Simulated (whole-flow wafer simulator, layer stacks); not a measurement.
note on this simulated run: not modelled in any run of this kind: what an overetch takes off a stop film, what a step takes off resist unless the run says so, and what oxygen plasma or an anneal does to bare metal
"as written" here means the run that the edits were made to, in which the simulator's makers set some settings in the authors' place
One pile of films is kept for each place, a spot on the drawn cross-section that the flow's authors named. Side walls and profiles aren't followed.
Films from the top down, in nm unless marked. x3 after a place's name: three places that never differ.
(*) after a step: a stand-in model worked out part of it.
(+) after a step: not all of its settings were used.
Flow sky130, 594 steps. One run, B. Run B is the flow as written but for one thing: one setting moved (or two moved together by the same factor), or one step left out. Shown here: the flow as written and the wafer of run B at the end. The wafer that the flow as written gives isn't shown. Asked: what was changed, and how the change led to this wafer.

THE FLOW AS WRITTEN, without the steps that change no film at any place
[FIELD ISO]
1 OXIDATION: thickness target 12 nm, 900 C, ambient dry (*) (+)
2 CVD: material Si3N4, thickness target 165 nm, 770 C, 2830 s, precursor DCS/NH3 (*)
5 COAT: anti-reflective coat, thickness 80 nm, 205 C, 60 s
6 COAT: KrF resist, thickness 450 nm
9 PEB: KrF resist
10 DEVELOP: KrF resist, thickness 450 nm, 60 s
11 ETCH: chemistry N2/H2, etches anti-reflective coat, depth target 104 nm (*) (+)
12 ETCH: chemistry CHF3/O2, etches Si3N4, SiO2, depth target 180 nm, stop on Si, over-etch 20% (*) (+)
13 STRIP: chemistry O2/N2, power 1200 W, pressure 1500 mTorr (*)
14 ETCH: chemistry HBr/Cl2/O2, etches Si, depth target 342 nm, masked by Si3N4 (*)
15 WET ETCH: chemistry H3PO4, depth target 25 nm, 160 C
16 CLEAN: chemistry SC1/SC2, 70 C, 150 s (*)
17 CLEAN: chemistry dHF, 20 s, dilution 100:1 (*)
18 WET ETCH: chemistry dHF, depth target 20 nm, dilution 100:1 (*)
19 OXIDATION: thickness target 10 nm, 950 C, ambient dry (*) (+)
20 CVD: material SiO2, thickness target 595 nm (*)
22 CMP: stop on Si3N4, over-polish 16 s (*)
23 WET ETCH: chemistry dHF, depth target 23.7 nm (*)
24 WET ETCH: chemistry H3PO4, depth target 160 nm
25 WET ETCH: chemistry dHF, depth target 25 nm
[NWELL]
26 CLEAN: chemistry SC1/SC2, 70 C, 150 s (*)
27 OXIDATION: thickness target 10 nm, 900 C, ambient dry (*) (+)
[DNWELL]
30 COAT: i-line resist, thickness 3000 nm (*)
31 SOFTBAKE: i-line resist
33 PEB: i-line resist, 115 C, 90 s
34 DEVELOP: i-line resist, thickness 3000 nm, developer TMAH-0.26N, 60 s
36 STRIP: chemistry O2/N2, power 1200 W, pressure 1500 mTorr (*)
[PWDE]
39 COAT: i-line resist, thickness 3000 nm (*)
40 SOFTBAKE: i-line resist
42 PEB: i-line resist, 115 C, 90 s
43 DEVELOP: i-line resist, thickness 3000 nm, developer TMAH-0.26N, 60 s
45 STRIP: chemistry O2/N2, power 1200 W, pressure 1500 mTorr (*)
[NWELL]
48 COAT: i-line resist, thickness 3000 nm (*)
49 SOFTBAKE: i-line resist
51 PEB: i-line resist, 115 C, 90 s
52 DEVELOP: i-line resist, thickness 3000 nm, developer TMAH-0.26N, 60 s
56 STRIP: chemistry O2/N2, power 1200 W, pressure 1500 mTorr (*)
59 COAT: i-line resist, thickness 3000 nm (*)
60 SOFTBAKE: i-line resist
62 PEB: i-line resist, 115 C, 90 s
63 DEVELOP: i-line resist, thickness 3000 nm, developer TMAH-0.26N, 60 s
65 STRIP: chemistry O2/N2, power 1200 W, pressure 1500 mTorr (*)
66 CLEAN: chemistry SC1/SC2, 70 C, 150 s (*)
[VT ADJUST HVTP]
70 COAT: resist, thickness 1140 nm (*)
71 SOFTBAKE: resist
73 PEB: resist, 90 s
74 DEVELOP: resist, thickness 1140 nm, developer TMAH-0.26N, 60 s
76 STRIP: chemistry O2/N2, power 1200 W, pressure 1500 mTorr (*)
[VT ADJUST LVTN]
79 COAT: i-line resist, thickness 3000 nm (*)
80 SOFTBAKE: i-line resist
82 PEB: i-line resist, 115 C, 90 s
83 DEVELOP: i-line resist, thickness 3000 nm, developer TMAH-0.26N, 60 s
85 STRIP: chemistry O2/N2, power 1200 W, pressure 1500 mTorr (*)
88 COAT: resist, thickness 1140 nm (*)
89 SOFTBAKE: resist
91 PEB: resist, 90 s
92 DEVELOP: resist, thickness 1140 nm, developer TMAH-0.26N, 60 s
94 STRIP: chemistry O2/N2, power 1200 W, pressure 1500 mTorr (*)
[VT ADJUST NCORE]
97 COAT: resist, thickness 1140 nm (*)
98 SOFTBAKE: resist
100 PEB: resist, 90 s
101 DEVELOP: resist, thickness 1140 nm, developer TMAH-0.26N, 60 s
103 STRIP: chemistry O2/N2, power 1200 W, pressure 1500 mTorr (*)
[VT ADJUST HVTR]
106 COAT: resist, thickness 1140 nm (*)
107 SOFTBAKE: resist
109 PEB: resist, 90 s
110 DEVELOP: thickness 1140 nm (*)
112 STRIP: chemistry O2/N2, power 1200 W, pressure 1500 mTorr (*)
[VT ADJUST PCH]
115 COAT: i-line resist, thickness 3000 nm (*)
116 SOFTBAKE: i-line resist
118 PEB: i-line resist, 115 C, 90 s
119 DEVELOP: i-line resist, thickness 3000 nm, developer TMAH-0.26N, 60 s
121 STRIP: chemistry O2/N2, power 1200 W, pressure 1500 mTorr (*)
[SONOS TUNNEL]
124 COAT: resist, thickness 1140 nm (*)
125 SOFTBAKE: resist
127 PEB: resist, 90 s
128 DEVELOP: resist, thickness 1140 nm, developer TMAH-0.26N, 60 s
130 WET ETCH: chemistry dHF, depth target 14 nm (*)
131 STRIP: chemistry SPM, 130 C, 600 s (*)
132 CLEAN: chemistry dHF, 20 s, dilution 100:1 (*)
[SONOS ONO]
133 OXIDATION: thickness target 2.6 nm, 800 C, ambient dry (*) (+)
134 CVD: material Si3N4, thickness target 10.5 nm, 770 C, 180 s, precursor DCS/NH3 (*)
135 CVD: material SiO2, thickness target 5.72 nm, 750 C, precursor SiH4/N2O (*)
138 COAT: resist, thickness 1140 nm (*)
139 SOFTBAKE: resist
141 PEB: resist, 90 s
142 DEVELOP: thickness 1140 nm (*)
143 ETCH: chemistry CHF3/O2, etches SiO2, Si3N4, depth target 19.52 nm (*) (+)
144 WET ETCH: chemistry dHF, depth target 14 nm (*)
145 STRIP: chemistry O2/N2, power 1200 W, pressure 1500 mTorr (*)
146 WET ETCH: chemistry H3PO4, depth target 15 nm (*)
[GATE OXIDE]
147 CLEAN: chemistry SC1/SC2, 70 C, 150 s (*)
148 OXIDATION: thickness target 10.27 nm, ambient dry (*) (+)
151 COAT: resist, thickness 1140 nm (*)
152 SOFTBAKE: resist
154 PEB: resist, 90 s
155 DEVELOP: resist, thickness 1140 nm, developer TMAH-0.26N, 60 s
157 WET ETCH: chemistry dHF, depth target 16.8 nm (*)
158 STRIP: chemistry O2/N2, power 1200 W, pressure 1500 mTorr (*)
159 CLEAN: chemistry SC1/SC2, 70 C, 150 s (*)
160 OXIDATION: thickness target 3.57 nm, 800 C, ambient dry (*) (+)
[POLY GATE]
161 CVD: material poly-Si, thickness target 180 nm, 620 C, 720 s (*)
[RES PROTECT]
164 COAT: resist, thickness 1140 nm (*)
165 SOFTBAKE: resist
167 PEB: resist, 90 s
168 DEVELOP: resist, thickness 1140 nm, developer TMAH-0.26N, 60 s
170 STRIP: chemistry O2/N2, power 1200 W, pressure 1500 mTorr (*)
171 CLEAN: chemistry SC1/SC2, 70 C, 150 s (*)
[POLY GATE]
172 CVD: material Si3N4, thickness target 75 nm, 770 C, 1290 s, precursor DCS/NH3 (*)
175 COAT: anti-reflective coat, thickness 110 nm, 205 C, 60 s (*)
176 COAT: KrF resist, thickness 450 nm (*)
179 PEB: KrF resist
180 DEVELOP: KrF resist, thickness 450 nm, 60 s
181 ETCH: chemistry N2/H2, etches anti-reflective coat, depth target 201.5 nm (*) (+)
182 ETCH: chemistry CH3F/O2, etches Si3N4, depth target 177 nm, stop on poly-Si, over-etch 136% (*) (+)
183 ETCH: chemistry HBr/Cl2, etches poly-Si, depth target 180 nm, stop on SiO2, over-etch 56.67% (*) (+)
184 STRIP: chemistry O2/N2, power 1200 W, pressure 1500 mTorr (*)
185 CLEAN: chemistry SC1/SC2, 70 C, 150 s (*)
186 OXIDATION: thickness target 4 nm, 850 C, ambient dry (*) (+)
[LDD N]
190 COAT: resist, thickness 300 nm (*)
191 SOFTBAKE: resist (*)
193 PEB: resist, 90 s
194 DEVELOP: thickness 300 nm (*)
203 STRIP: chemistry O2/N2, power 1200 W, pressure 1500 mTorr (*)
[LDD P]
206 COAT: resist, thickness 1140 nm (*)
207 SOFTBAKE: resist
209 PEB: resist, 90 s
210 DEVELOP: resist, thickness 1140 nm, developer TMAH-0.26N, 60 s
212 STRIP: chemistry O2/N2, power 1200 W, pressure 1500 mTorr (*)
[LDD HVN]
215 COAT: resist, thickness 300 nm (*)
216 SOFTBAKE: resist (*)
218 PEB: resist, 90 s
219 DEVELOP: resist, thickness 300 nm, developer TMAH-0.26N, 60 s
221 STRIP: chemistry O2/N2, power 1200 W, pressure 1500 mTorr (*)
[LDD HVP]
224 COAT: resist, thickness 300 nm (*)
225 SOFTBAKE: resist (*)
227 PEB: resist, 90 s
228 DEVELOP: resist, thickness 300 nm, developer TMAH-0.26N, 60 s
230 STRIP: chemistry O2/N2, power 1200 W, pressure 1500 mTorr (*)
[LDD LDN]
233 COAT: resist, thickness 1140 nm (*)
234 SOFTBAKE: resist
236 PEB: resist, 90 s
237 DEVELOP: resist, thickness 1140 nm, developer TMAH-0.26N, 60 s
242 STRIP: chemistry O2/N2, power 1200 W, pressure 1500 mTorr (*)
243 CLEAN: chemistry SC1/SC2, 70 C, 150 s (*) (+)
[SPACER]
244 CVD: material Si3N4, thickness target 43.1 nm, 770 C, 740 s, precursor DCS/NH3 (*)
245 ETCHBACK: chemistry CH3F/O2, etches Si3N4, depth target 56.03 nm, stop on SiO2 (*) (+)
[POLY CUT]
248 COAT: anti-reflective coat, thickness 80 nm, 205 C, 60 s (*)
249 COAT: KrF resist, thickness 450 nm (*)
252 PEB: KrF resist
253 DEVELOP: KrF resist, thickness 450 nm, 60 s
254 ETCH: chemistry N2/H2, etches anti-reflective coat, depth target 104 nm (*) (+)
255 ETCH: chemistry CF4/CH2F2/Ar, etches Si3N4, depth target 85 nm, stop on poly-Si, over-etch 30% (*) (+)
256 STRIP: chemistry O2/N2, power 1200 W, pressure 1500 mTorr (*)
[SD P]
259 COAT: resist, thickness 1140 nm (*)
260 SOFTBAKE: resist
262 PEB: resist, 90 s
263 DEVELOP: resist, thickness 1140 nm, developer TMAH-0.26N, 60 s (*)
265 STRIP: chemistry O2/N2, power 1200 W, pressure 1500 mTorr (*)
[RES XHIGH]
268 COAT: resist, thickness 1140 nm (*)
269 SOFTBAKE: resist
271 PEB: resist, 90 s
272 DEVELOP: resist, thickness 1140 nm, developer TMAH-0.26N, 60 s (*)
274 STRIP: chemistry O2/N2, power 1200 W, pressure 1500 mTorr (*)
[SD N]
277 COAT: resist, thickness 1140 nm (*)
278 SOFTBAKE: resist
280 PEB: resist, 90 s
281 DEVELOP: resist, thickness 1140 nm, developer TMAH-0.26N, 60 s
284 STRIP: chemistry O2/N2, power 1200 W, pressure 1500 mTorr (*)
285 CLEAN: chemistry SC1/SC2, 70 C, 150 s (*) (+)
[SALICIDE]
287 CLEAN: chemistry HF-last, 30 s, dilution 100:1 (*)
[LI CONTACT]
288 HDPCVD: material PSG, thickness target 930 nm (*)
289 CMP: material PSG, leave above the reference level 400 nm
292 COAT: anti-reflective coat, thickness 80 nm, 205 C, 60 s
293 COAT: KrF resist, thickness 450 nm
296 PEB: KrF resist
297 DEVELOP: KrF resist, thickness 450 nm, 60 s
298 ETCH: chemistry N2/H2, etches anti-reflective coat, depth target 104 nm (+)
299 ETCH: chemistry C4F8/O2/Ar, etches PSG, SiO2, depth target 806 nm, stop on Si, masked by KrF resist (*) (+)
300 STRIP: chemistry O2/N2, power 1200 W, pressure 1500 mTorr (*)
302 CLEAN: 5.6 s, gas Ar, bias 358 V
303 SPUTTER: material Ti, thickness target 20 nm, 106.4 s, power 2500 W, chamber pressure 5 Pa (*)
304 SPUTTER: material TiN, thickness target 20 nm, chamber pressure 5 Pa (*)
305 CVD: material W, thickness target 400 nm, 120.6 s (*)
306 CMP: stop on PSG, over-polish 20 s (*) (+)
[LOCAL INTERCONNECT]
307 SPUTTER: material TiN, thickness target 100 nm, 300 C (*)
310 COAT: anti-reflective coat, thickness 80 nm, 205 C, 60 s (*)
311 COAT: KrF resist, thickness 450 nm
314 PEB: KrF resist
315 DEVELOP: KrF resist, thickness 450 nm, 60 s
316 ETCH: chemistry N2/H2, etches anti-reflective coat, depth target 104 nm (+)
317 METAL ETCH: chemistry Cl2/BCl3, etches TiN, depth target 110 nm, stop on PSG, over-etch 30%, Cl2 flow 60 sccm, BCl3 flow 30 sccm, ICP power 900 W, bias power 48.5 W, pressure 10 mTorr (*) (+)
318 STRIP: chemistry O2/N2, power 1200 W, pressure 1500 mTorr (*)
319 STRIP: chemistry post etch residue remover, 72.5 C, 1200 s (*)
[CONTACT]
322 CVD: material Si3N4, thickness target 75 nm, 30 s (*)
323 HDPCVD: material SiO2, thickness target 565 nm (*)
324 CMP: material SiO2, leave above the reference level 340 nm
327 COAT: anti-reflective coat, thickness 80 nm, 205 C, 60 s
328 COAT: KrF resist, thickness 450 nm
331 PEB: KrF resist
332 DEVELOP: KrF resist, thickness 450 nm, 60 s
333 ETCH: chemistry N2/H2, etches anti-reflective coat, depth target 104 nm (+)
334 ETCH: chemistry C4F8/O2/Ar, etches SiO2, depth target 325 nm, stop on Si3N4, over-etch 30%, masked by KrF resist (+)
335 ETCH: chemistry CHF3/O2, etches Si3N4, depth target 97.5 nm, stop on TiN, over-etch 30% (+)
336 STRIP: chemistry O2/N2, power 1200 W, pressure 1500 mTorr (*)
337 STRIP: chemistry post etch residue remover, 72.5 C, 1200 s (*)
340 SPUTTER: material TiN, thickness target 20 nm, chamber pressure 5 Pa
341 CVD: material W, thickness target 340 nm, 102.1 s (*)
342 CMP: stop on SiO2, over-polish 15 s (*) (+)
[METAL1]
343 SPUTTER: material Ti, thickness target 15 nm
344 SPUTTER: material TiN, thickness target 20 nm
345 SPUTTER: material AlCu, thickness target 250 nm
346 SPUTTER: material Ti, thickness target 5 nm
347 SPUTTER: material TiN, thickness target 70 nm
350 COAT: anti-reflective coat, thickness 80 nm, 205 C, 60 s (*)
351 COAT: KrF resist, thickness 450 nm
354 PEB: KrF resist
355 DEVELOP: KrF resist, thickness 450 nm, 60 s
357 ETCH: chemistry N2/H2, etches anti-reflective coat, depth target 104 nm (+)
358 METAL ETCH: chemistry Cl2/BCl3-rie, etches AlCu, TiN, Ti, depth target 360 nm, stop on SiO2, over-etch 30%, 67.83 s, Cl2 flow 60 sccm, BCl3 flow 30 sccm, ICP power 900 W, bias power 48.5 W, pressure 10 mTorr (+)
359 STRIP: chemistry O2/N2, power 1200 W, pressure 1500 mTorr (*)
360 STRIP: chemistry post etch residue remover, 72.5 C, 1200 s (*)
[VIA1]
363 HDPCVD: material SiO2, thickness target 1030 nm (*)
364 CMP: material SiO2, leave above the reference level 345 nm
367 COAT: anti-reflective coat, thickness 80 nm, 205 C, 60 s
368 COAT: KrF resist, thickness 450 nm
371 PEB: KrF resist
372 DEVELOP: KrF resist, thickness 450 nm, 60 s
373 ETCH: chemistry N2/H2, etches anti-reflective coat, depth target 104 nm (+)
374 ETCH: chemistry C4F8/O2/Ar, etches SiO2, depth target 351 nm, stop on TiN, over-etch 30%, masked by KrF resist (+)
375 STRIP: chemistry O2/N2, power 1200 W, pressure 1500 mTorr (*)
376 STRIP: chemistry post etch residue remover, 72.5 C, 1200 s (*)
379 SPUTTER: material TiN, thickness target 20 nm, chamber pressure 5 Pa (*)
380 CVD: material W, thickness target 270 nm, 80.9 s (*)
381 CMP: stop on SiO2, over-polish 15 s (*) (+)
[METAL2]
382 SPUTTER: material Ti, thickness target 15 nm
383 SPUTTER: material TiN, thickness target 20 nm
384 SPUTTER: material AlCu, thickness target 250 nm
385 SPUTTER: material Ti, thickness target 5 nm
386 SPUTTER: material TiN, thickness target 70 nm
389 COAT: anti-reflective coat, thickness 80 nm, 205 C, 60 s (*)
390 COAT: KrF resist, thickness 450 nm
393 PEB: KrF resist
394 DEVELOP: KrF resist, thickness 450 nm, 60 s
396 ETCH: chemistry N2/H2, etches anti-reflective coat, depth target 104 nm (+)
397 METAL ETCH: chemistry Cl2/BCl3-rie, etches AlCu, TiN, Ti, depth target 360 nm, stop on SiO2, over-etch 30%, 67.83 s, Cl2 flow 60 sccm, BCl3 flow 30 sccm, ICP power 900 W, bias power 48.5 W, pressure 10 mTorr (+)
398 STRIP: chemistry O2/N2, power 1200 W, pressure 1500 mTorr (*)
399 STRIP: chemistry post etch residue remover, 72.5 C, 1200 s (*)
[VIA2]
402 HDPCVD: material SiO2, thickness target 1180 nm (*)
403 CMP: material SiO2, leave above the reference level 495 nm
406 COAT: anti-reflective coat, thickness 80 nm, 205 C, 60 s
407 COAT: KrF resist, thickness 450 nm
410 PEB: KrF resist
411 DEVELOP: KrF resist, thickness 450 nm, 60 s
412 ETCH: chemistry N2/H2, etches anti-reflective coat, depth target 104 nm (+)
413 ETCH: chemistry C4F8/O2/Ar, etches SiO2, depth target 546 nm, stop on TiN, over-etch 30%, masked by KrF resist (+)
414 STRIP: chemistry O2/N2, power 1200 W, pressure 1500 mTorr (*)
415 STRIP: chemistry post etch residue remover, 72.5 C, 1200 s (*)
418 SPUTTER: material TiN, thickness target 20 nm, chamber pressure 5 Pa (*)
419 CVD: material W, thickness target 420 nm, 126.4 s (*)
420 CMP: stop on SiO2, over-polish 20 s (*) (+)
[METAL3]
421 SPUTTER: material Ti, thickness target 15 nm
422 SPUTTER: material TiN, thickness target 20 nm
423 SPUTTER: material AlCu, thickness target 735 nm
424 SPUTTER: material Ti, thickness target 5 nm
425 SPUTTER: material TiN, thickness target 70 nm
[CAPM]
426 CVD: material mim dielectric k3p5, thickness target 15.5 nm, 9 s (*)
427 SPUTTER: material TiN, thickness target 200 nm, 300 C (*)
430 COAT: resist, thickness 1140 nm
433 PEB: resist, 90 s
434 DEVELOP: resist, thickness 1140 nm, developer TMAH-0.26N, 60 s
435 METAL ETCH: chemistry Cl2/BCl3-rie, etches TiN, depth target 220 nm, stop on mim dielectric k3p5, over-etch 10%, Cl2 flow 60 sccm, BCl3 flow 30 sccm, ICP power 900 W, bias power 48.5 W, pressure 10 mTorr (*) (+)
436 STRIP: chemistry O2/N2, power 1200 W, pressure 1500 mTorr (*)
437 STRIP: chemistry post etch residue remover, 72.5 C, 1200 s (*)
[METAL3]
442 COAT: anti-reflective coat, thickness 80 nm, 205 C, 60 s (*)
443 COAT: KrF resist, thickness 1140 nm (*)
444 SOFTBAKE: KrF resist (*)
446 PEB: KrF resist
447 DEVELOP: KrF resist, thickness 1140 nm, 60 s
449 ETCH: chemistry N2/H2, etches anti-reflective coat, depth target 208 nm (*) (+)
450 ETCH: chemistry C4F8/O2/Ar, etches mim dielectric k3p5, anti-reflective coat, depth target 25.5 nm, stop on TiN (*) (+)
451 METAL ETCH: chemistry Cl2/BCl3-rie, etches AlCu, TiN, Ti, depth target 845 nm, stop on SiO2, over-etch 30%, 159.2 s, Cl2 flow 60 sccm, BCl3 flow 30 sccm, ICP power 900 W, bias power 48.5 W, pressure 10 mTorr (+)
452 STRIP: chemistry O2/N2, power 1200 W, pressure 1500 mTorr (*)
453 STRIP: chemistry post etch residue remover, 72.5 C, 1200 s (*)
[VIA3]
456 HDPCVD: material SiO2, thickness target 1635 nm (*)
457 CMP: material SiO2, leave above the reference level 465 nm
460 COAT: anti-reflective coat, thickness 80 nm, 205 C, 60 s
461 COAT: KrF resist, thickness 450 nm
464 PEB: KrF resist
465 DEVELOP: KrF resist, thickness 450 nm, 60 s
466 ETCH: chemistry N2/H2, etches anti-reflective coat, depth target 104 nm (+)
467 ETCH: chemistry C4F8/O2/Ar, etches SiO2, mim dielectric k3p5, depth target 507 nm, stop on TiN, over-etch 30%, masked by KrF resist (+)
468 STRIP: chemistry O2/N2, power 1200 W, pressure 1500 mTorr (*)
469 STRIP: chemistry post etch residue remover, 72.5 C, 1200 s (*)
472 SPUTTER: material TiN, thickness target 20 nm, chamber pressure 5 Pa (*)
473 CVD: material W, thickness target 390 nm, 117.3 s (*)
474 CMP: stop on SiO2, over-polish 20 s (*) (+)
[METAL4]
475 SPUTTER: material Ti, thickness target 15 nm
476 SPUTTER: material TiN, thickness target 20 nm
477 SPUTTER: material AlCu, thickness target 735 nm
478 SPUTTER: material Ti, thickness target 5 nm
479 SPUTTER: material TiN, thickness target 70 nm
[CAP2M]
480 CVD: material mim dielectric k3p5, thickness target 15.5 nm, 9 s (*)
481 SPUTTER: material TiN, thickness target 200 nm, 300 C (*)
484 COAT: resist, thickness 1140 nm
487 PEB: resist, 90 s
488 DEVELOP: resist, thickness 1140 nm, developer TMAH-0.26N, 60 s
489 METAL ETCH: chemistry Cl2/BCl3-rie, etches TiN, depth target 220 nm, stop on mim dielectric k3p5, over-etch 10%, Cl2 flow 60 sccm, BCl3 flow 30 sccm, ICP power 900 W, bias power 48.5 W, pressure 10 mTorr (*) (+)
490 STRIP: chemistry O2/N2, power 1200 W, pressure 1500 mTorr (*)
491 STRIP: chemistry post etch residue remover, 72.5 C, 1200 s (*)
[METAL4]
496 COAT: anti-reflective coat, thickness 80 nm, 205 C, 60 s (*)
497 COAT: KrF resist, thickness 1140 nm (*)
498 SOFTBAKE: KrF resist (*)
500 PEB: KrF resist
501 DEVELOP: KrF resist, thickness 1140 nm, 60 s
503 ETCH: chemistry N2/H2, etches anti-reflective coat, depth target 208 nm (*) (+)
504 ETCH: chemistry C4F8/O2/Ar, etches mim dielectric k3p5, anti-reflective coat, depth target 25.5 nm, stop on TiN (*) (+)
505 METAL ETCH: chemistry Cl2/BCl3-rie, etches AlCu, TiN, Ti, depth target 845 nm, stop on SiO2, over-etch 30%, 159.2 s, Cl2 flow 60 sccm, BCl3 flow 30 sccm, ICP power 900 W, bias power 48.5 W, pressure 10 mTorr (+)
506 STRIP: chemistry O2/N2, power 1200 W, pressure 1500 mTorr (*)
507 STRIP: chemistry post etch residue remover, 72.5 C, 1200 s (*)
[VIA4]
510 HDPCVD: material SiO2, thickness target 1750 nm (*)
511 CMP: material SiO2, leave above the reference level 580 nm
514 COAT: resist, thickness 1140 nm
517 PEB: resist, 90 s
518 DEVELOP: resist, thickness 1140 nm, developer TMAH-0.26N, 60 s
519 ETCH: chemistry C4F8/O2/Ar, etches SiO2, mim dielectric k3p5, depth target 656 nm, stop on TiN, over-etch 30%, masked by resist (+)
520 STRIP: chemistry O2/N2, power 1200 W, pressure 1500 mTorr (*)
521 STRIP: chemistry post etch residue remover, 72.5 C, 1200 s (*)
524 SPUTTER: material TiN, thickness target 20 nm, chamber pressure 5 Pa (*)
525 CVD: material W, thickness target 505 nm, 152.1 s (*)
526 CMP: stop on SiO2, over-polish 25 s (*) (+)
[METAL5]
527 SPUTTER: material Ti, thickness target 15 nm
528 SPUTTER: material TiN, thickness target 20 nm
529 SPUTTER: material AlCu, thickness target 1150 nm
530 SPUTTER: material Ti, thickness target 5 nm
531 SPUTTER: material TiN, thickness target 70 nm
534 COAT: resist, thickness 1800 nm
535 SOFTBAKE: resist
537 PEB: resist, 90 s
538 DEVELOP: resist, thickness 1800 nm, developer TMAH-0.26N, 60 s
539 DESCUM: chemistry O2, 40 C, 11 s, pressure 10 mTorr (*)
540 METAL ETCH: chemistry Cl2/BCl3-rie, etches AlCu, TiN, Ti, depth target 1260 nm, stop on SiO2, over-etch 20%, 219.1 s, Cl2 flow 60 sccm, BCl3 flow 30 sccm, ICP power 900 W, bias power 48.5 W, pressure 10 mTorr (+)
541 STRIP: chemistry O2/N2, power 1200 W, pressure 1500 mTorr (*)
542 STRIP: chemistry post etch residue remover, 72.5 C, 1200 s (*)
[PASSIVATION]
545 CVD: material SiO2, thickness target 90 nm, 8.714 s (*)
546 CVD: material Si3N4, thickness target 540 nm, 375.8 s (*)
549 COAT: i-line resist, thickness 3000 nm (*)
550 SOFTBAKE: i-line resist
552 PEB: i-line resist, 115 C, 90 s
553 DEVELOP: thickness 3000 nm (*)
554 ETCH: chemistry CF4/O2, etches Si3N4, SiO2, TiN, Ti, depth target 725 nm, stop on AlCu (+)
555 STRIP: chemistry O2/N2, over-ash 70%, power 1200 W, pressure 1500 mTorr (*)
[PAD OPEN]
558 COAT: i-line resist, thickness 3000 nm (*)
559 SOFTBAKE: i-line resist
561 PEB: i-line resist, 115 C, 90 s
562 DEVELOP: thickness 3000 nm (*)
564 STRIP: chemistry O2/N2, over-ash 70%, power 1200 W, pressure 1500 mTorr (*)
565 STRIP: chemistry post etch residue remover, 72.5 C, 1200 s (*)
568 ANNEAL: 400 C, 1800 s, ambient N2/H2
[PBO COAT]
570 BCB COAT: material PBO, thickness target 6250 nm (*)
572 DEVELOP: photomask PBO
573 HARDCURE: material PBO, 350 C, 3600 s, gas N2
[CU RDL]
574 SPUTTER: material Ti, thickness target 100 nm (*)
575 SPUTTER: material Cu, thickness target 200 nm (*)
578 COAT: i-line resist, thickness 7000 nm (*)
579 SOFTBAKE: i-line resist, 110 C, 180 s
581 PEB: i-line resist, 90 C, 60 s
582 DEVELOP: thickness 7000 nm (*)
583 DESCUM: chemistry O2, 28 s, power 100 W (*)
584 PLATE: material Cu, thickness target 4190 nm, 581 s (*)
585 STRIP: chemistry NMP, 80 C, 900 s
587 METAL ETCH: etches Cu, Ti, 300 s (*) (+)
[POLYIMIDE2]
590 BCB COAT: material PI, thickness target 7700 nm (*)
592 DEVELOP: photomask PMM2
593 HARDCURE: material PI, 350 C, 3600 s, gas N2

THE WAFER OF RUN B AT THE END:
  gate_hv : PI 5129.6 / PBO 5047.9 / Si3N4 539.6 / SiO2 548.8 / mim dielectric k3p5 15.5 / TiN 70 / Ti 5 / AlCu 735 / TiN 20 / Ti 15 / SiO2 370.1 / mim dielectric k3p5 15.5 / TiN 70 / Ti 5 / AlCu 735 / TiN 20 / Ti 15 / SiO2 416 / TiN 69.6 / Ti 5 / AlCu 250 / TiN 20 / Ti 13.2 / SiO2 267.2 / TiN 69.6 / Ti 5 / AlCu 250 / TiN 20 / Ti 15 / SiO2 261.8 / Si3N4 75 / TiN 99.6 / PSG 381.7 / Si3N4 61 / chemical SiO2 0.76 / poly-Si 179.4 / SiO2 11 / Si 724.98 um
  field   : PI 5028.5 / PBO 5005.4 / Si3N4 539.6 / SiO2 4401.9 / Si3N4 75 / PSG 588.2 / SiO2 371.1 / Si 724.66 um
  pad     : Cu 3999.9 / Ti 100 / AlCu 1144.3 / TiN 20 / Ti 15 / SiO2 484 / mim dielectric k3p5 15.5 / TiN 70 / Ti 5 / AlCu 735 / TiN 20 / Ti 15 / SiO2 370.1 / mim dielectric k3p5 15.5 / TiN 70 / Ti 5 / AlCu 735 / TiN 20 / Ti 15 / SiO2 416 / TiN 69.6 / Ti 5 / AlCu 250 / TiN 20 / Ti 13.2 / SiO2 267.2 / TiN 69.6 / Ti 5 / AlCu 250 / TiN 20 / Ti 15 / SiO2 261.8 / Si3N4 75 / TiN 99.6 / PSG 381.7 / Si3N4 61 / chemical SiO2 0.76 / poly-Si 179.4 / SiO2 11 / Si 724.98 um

The cause: step 382, SPUTTER: thickness target 13.2 nm was run, where the flow has thickness target 15 nm.
It can be read off the wafer: gate_hv has Ti 13.2, and step 382 as written asks for 15 nm.

How the change led to this, step by step:
  382 SPUTTER: material Ti, thickness target 15 nm
      field, active, n_well and 188 more: Ti +13.2 (new film) (as written it would be: Ti +15 (new film))
  397 METAL ETCH: chemistry Cl2/BCl3-rie, etches AlCu, TiN, Ti, depth target 360 nm, stop on SiO2, over-etch 30%, 67.83 s, Cl2 flow 60 sccm, BCl3 flow 30 sccm, ICP power 900 W, bias power 48.5 W, pressure 10 mTorr (+)
      field, active, gate and 82 more: TiN -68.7 (all of it), Ti -5 (all of it), AlCu -250 (all of it), TiN -20 (all of it), Ti -13.2 (all of it), SiO2 -11.1 (as written it would be: TiN -68.7 (all of it), Ti -5 (all of it), AlCu -250 (all of it), TiN -20 (all of it), Ti -15 (all of it), SiO2 -10.9)
